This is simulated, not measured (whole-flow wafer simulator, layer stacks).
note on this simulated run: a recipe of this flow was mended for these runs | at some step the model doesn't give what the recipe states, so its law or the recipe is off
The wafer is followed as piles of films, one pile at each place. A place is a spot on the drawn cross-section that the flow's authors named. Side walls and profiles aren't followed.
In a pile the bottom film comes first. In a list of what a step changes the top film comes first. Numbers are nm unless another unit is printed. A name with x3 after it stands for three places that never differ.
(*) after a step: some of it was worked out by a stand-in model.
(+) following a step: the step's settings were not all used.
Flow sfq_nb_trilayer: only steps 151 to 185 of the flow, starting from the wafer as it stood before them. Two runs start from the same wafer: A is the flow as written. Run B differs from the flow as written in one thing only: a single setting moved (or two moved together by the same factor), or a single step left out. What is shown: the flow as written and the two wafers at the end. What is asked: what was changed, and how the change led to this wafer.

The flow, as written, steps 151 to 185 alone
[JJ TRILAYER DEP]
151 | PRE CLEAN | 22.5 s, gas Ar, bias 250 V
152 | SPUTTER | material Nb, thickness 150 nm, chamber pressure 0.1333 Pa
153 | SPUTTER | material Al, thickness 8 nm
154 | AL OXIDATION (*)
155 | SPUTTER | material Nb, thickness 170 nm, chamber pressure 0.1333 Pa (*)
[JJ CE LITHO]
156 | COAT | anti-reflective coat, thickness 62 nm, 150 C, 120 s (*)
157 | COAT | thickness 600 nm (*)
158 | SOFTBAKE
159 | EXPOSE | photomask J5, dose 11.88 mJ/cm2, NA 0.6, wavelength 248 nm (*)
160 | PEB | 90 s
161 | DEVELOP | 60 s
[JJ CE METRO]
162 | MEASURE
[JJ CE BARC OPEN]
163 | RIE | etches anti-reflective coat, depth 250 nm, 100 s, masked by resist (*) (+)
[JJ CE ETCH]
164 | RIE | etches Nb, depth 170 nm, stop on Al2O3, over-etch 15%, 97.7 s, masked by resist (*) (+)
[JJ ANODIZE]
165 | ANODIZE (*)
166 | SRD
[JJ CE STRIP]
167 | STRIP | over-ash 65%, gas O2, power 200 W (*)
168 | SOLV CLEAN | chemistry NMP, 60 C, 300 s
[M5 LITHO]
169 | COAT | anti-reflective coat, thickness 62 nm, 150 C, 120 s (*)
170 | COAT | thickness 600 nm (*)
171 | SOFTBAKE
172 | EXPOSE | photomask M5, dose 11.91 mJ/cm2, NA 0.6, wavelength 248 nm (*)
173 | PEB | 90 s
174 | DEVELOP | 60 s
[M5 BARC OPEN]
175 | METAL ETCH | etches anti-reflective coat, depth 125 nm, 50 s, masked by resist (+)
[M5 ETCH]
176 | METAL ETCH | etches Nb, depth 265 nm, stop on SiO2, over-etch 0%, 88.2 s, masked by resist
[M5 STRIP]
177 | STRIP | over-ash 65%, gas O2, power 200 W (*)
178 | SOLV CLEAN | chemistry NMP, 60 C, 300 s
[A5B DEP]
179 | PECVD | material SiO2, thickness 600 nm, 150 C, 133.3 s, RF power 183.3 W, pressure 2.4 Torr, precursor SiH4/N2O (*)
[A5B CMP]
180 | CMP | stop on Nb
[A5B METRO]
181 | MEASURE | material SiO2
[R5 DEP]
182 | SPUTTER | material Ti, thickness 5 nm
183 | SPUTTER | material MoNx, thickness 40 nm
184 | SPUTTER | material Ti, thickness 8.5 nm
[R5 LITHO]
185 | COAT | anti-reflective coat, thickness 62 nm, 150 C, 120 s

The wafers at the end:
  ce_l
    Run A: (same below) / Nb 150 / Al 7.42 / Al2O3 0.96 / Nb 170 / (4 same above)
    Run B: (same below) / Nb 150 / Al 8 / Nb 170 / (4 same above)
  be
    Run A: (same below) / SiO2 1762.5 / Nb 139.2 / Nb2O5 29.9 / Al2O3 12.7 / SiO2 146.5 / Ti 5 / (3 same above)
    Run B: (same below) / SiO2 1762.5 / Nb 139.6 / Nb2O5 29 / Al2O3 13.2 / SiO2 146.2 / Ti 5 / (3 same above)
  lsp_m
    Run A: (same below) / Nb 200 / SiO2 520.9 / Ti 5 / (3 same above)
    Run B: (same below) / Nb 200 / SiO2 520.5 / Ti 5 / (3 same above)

The reason: step 154, AL OXIDATION (*), was not run.

Step by step, how the change led to this:
  164 | RIE | etches Nb, depth 170 nm, stop on Al2O3, over-etch 15%, 97.7 s, masked by resist (*) (+)
      field_l, v_sur, via_sp and 96 more: A Nb loses 170 (all of it), Al2O3 loses 0.51 | B Nb loses 170 (all of it)
      via_wl, via_wr: A Nb loses 139.9 (all of it), Al2O3 loses 0.96 (all of it) | B Nb loses 139.9 (all of it)
      (as well as at 1 more place)
  165 | ANODIZE (*)
      field_l, v_sur, via_sp and 96 more: A Al2O3 gains 12.2, Nb2O5 gains 29.9 (new film), Al loses 7.42 (all of it), Nb loses 10.8 | B Al2O3 gains 13.2 (new film), Nb2O5 gains 29 (new film), Al loses 8 (all of it), Nb loses 10.4
      via_wl, via_wr: A Al2O3 gains 7.51 (new film), Nb2O5 gains 39.2 (new film), Al loses 4.55 (all of it), Nb loses 14.1 | B Al2O3 gains 8.46 (new film), Nb2O5 gains 37.5 (new film), Al loses 5.13 (all of it), Nb loses 13.5
      (as well as at 1 more place)
  176 | METAL ETCH | etches Nb, depth 265 nm, stop on SiO2, over-etch 0%, 88.2 s, masked by resist
      field_l, res, r_end and 47 more: A Al2O3 loses 12.6 (all of it), Nb2O5 loses 29.9 (all of it), Nb loses 139.2 (all of it), SiO2 loses 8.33 | B Al2O3 loses 13.1 (all of it), Nb2O5 loses 29 (all of it), Nb loses 139.6 (all of it), SiO2 loses 8.33
      r_sur: A Al2O3 loses 12.5 (all of it), Nb2O5 loses 29.9 (all of it), Nb loses 139.2 (all of it), SiO2 loses 8.33 | B Al2O3 loses 13 (all of it), Nb2O5 loses 29 (all of it), Nb loses 139.6 (all of it), SiO2 loses 8.34
      (as well as at 2 more places)
Taking metal films that touch as one body, ce_l has 2 bodies (between them, from the top down: SiO2 1762.5); the flow as written gives 3 bodies (between them, from the top down: Al2O3 0.96; SiO2 1762.5).
